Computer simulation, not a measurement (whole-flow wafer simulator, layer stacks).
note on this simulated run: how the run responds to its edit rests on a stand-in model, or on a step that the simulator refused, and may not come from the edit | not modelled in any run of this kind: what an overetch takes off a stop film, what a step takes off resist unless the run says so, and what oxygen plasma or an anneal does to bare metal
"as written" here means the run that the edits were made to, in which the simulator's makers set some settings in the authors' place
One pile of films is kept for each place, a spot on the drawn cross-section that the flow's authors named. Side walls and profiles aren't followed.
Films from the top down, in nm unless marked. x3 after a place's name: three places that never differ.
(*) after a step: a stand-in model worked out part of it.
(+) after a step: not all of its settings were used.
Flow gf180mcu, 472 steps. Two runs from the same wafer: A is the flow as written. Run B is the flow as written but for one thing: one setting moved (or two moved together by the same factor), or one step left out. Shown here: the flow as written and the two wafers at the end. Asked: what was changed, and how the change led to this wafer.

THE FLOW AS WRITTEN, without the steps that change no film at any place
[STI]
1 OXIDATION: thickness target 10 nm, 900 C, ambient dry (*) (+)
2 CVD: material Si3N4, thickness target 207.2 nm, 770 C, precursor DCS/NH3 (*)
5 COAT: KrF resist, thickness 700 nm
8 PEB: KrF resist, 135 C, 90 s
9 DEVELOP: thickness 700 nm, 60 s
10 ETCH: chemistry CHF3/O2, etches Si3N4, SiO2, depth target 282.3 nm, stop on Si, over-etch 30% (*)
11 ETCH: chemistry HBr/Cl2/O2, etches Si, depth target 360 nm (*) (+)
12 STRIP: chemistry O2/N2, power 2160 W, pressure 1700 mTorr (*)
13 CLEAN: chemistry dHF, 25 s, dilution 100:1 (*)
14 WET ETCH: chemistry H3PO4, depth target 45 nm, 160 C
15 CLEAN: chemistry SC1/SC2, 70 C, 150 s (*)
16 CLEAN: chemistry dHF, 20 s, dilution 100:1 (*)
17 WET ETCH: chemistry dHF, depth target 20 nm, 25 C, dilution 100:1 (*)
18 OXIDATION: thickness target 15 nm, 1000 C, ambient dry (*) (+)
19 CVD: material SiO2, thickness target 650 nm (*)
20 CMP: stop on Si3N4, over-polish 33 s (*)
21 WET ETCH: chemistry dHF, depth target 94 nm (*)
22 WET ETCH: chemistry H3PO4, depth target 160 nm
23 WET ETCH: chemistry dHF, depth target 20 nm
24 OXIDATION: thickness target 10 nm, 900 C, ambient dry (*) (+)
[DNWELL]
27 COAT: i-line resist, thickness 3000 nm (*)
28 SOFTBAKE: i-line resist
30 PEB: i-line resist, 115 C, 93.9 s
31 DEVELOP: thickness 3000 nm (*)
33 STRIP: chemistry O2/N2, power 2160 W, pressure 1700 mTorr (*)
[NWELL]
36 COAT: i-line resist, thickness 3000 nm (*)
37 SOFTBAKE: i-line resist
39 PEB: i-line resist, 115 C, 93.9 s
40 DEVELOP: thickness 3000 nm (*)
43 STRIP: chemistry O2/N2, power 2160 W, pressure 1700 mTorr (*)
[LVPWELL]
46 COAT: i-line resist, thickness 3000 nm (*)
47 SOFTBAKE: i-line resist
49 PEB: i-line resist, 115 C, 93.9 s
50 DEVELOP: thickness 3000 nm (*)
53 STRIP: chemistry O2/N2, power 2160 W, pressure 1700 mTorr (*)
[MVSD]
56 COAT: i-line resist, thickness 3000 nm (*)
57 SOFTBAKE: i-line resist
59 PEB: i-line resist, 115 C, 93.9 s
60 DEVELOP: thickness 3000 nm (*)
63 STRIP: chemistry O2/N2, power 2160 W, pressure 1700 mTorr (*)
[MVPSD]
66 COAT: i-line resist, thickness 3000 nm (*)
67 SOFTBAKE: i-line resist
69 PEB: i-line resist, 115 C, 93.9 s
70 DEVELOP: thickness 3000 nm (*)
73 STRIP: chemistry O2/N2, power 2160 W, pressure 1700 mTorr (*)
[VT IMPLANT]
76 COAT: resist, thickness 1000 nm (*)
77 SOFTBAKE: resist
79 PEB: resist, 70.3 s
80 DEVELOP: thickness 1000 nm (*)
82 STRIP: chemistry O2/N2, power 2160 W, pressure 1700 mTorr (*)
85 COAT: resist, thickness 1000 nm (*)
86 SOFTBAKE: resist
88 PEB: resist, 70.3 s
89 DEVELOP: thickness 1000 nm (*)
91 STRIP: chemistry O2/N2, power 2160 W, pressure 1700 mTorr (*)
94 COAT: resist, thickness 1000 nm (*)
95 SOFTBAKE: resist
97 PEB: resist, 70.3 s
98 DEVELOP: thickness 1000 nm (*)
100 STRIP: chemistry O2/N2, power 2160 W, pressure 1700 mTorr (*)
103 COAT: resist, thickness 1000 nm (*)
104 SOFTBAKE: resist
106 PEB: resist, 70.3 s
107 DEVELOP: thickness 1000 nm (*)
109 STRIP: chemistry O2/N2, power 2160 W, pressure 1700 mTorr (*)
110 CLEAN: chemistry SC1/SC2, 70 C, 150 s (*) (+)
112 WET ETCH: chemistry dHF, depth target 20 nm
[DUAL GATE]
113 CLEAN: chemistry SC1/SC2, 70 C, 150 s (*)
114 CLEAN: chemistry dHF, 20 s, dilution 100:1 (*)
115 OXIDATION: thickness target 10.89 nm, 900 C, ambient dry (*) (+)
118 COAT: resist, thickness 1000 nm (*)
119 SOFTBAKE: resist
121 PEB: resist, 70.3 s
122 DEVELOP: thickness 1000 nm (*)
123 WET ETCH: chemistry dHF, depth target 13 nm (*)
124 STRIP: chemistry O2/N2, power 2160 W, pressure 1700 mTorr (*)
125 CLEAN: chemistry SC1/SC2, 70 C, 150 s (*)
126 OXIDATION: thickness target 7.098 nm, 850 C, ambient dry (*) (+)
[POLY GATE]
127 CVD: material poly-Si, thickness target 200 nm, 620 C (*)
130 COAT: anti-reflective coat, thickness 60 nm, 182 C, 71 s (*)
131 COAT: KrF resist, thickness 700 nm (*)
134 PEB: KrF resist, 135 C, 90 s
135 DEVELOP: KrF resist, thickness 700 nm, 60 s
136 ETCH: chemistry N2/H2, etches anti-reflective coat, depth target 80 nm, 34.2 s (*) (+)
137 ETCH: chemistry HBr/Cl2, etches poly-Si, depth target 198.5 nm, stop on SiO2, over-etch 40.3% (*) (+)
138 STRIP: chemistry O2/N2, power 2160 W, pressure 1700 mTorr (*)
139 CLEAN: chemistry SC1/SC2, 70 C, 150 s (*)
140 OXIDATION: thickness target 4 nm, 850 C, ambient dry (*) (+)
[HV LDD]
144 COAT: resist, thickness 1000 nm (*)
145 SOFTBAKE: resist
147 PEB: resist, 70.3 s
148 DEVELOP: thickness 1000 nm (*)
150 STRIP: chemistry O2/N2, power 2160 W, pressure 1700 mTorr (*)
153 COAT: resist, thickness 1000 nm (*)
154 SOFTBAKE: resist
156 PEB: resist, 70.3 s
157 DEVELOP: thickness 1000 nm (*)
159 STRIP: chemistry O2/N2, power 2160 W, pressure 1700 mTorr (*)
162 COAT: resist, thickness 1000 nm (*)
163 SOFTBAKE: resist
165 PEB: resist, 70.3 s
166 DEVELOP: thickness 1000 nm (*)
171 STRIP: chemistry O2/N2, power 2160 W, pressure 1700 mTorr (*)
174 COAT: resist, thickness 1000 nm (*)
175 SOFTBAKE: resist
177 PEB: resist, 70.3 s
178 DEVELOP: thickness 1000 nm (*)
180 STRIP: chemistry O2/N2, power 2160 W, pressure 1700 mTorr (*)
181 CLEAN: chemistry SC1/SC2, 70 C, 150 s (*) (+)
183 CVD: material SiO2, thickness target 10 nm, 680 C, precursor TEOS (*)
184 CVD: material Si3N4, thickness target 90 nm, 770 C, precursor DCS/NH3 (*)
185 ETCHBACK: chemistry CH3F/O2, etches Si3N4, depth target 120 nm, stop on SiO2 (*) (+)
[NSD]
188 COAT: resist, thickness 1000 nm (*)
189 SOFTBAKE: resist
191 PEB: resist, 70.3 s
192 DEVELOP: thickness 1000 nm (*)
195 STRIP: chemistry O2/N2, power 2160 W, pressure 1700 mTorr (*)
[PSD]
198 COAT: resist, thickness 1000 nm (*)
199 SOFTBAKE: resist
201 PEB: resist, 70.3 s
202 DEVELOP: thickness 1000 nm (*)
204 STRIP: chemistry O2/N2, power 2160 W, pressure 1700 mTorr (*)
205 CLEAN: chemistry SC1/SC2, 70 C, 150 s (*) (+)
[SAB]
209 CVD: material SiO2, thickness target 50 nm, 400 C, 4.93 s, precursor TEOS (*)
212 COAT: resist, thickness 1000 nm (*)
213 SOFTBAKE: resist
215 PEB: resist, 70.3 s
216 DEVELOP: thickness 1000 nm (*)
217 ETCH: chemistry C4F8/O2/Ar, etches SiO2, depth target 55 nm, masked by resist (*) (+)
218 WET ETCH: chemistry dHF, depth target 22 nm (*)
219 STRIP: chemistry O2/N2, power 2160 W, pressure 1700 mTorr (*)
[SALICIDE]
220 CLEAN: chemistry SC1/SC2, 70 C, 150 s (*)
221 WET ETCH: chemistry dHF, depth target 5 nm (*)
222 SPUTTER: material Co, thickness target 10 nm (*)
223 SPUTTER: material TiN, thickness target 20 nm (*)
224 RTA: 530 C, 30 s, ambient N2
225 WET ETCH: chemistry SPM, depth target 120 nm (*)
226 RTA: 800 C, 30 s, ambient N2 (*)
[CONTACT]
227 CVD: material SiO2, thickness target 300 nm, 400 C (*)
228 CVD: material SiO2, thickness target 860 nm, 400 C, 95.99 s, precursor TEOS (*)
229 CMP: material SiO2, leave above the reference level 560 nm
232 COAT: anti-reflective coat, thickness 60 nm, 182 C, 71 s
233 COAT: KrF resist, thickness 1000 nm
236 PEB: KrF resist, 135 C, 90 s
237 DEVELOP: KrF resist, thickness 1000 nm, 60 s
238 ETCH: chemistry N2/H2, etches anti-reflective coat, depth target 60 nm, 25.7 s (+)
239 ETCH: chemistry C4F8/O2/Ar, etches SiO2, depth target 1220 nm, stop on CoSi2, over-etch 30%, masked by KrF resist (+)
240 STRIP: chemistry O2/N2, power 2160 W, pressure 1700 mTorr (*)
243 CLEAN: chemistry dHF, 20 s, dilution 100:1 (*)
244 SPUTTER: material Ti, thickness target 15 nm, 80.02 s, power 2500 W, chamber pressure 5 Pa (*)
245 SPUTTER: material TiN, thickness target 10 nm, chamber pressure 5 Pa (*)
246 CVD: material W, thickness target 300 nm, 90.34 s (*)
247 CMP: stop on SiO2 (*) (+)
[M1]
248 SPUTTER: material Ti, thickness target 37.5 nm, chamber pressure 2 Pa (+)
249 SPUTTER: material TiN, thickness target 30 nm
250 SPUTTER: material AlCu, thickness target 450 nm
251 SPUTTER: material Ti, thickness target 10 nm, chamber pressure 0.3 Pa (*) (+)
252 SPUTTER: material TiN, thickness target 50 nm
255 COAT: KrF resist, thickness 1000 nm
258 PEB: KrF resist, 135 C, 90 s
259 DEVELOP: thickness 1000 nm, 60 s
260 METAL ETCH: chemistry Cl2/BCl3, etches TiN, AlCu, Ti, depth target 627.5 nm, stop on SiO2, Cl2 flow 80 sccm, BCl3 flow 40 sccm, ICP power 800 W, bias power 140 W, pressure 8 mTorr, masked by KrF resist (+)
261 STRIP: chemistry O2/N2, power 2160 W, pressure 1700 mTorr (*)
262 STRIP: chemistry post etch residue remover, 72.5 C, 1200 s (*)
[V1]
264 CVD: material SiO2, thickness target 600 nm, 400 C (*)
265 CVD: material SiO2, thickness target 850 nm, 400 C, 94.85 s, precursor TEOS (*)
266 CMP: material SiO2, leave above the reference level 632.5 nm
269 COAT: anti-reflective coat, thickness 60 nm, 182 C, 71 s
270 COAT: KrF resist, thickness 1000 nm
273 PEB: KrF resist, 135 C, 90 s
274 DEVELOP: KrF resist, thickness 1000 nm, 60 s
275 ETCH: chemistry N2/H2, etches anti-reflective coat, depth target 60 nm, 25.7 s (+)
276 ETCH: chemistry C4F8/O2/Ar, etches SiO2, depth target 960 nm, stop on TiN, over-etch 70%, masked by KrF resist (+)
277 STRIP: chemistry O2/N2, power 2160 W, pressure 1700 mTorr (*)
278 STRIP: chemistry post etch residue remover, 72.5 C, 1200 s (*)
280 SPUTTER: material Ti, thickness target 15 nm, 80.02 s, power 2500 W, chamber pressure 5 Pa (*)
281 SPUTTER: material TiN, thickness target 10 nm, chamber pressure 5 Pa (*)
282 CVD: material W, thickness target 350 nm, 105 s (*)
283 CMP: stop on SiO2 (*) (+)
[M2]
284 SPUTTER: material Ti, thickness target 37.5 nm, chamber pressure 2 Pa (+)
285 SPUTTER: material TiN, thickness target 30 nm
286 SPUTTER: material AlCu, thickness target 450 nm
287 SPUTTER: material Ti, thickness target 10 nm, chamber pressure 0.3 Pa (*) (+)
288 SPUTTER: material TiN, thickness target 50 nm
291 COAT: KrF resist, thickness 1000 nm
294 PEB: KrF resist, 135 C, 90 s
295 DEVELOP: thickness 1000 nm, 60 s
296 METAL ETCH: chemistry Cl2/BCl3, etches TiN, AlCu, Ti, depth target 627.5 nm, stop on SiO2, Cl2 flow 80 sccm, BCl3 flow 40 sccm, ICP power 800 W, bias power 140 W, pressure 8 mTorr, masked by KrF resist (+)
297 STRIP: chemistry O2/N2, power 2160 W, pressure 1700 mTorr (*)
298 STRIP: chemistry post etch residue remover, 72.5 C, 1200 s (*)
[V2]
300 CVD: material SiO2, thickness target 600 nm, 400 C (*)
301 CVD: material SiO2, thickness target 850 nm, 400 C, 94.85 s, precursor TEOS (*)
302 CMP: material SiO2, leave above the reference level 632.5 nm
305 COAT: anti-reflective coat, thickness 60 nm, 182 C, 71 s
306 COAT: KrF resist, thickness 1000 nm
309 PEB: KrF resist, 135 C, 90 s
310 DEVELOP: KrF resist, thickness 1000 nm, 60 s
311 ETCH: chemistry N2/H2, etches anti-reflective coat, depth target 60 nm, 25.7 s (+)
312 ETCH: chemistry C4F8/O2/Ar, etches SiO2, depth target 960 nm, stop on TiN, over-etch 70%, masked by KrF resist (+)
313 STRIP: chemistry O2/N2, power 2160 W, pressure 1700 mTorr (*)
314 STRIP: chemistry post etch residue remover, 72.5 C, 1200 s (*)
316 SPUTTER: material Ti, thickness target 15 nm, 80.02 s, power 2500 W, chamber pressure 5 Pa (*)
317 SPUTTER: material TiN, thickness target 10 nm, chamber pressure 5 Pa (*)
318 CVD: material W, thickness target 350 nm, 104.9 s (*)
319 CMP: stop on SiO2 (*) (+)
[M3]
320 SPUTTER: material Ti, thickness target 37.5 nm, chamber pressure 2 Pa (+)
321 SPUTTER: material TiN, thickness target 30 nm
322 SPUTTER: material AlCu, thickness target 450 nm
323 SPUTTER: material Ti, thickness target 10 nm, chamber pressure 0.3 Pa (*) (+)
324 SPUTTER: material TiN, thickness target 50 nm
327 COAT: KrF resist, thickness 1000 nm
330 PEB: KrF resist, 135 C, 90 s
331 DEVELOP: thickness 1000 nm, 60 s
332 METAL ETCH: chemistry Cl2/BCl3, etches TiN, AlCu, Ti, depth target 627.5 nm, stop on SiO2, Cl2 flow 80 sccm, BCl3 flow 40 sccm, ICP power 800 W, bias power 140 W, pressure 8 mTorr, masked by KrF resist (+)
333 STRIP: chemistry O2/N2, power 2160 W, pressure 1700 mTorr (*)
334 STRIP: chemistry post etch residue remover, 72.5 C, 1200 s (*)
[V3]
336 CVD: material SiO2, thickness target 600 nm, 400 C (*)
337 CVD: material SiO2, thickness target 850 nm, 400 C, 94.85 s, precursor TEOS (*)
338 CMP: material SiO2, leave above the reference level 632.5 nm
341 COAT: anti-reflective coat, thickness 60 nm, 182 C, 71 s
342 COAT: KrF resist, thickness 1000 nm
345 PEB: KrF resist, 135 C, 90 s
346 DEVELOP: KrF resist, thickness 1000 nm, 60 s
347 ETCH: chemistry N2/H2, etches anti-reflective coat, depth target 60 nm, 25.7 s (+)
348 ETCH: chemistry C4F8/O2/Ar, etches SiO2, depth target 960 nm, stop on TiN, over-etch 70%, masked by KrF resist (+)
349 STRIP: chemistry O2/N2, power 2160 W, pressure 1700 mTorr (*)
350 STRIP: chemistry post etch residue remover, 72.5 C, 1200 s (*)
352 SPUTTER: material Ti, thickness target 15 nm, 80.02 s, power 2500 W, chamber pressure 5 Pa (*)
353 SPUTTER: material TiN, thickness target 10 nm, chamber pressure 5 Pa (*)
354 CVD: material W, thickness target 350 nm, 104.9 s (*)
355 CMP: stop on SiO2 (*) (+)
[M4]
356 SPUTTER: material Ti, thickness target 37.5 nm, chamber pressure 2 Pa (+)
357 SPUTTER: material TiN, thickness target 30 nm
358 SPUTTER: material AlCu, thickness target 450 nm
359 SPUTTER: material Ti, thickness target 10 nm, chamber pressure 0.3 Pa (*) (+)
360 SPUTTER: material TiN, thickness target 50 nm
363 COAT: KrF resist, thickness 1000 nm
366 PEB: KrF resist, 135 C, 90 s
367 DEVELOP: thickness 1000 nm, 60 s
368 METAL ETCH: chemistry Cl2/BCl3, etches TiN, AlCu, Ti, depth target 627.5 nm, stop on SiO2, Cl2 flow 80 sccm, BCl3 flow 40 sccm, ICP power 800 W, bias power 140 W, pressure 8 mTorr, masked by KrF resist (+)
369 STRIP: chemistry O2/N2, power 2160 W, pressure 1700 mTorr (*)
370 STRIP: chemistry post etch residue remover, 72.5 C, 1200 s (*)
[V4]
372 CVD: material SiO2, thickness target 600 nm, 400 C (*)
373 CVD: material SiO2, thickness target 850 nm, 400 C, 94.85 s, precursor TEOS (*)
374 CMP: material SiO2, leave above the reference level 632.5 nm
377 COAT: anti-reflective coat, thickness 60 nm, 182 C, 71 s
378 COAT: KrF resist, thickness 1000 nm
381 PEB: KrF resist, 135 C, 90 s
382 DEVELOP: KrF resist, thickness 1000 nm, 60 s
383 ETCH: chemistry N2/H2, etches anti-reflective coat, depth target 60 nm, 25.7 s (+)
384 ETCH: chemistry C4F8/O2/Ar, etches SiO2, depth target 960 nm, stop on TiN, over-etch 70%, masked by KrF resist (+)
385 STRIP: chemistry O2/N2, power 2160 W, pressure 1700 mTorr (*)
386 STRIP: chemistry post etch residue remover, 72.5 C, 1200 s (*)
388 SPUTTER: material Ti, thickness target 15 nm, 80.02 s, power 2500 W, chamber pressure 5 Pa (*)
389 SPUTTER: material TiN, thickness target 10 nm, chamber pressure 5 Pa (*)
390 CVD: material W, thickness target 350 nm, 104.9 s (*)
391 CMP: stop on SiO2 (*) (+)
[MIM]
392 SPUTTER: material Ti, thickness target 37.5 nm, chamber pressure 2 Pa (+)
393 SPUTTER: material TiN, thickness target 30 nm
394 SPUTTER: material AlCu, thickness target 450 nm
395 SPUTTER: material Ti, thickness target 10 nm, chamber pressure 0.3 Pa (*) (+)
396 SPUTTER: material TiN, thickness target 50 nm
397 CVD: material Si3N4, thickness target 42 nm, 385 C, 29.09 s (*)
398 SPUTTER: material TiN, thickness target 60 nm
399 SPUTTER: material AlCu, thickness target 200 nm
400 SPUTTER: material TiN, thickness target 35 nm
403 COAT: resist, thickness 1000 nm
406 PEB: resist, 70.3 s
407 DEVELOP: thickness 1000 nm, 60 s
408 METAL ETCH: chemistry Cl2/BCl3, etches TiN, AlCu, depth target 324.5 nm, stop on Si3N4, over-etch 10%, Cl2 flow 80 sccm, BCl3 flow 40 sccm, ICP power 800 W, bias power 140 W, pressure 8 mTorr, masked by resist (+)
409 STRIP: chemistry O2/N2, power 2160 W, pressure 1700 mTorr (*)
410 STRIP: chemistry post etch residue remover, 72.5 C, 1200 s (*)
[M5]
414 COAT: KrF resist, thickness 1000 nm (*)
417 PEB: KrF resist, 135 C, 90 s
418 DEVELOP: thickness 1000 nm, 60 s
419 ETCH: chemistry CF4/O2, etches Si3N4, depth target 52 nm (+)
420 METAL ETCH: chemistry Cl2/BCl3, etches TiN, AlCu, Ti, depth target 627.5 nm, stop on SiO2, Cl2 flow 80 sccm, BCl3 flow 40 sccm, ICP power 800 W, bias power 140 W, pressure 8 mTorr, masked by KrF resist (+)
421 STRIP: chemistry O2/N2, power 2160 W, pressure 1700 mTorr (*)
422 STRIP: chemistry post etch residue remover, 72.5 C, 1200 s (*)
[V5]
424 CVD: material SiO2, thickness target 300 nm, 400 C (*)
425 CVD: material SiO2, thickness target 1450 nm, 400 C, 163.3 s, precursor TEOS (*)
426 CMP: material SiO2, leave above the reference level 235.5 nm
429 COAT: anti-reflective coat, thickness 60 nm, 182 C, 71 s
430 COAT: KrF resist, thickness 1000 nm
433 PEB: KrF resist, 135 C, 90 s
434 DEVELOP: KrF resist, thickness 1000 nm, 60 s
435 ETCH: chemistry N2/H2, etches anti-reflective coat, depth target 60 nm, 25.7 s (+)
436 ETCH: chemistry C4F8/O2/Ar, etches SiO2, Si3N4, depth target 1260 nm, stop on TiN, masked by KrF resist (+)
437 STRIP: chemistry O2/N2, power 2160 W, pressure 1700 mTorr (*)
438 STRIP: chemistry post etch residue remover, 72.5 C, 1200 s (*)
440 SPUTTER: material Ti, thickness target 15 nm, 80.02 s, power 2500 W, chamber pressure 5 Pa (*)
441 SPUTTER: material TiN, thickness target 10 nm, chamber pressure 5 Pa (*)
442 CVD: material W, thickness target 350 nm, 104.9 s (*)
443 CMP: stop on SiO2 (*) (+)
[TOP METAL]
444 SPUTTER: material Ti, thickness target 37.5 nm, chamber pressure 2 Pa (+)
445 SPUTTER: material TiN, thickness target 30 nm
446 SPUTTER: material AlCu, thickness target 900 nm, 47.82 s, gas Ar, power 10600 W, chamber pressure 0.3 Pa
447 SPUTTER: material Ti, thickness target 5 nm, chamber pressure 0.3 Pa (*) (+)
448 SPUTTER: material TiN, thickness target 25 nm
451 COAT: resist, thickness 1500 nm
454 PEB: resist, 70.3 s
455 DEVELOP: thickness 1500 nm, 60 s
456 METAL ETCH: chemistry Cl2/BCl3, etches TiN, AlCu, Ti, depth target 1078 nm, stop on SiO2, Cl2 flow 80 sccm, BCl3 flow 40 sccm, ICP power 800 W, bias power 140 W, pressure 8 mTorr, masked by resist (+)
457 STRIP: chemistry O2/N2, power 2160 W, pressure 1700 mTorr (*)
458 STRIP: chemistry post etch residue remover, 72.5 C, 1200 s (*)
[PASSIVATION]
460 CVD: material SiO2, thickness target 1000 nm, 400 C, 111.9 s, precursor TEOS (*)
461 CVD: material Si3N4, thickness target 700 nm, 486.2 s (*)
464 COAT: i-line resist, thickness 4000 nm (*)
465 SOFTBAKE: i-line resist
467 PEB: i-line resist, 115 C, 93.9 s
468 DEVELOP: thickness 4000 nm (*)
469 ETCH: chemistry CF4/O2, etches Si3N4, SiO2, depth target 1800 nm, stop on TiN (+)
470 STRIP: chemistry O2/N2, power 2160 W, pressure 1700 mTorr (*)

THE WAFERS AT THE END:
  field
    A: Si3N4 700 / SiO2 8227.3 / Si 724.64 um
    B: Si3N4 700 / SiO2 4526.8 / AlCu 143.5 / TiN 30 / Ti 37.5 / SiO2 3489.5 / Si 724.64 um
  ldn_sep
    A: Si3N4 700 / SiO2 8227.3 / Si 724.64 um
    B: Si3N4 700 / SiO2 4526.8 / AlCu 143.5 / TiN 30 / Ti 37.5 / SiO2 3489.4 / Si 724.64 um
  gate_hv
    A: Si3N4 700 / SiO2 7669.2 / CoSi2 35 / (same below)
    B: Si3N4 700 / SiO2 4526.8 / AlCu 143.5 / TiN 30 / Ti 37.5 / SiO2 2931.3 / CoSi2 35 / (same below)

The cause: step 332, METAL ETCH: depth target 360.8 nm was run, where the flow has depth target 627.5 nm.

How the change led to this, step by step:
  332 METAL ETCH: chemistry Cl2/BCl3, etches TiN, AlCu, Ti, depth target 627.5 nm, stop on SiO2, Cl2 flow 80 sccm, BCl3 flow 40 sccm, ICP power 800 W, bias power 140 W, pressure 8 mTorr, masked by KrF resist (+)
      field, field__w1, field__w2 and 103 more: A TiN -50 (all of it), Ti -10 (all of it), AlCu -450 (all of it), TiN -30 (all of it), Ti -37.5 (all of it) | B TiN -50 (all of it), Ti -10 (all of it), AlCu -300.8
      field__w8, contact, m1, m1__w1, m1_nw: A KrF resist -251 | B KrF resist -144.3
  333 STRIP: chemistry O2/N2, power 2160 W, pressure 1700 mTorr (*)
      field__w8, contact, m1, m1__w1, m1_nw: A KrF resist -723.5 (all of it) | B KrF resist -830.2 (all of it)
  334 STRIP: chemistry post etch residue remover, 72.5 C, 1200 s (*)
      field, field__w1, field__w2 and 103 more: A nothing | B AlCu -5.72
  336 CVD: material SiO2, thickness target 600 nm, 400 C (*)
      field, field__w1, field__w2 and 103 more: A SiO2 +600 | B SiO2 +600 (new film)
  338 CMP: material SiO2, leave above the reference level 632.5 nm
      field, field__w1, field__w2 and 103 more: A SiO2 -300 | B SiO2 -511
Counting metal films that touch as one body, field has 1 body; the flow as written gives 0 bodies.
Counting metal films that touch as one body, ldn_sep has 1 body; the flow as written gives 0 bodies.
Counting metal films that touch as one body, gate_hv has 2 bodies (between them, from the top down: SiO2 2931.3); the flow as written gives 1 body.
